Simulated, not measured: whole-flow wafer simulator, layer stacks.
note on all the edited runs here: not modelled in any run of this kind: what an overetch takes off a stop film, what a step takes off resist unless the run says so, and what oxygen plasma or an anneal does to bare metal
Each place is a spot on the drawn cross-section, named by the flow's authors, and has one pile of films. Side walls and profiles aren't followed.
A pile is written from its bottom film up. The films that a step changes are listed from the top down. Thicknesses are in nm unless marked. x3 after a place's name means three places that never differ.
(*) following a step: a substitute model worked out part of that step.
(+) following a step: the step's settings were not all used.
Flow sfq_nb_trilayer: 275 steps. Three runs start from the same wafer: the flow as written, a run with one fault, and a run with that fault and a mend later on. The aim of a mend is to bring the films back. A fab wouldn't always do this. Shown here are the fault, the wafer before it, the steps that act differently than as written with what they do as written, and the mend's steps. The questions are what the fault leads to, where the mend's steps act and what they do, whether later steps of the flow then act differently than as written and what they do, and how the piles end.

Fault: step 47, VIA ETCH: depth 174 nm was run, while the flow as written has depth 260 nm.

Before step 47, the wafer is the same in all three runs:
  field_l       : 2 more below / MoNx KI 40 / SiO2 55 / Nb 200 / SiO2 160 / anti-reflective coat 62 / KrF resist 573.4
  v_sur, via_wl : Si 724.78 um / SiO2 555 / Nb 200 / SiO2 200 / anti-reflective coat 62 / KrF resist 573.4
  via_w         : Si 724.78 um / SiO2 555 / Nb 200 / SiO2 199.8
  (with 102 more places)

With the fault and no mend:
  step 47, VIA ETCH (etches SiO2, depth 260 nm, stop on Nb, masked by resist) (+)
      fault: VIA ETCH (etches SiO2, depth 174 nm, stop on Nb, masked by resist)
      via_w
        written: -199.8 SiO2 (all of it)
        fault: -174 SiO2
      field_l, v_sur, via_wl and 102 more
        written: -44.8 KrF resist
        fault: -30 KrF resist
  Steps further on in the flow that do not act as written (3 more steps, not shown, differ only slightly: by at most 2% or 0.5 nm, whichever is larger):
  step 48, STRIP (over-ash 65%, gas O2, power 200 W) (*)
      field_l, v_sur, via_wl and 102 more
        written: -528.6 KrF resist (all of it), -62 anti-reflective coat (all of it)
        fault: -543.4 KrF resist (all of it), -62 anti-reflective coat (all of it)
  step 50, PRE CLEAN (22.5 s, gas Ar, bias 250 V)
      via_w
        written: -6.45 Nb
        fault: -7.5 SiO2
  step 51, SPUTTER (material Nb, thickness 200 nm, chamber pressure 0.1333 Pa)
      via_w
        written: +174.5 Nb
        fault: +179.6 Nb (new film)
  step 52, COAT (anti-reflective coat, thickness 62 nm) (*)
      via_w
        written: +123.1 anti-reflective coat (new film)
        fault: +116.2 anti-reflective coat (new film)
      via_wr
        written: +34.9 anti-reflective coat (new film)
        fault: +33.8 anti-reflective coat (new film)
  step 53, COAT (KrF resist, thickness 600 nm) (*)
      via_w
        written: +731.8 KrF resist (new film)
        fault: +712.3 KrF resist (new film)
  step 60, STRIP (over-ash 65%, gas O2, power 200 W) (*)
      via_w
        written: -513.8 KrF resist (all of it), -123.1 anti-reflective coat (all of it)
        fault: -494.4 KrF resist (all of it), -116.2 anti-reflective coat (all of it)
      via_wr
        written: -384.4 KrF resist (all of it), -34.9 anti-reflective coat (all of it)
        fault: -388.2 KrF resist (all of it), -33.8 anti-reflective coat (all of it)
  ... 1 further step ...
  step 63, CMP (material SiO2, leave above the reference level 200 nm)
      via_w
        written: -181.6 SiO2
        fault: -157.1 SiO2
  By the end, the piles at via_w depart from the flow's by more than 2% or 0.5 nm, whichever is larger.
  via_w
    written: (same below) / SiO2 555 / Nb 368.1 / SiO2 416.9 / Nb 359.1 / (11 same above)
    fault: (same below) / SiO2 555 / Nb 200 / SiO2 18.3 / Nb 179.6 / SiO2 387 / Nb 359.1 / (11 same above)

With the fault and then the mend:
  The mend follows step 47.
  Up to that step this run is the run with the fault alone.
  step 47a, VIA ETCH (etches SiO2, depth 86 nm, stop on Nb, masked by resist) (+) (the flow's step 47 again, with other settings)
      field_l, v_sur, via_wl and 102 more
        -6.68 KrF resist
      via_w
        -25.8 SiO2 (all of it)
  None of the later steps of the flow differs from how it acts as written, at any place that is followed, by more than 2% or 0.5 nm, whichever is larger.
  The piles end the same as the flow's at every place that both follow.
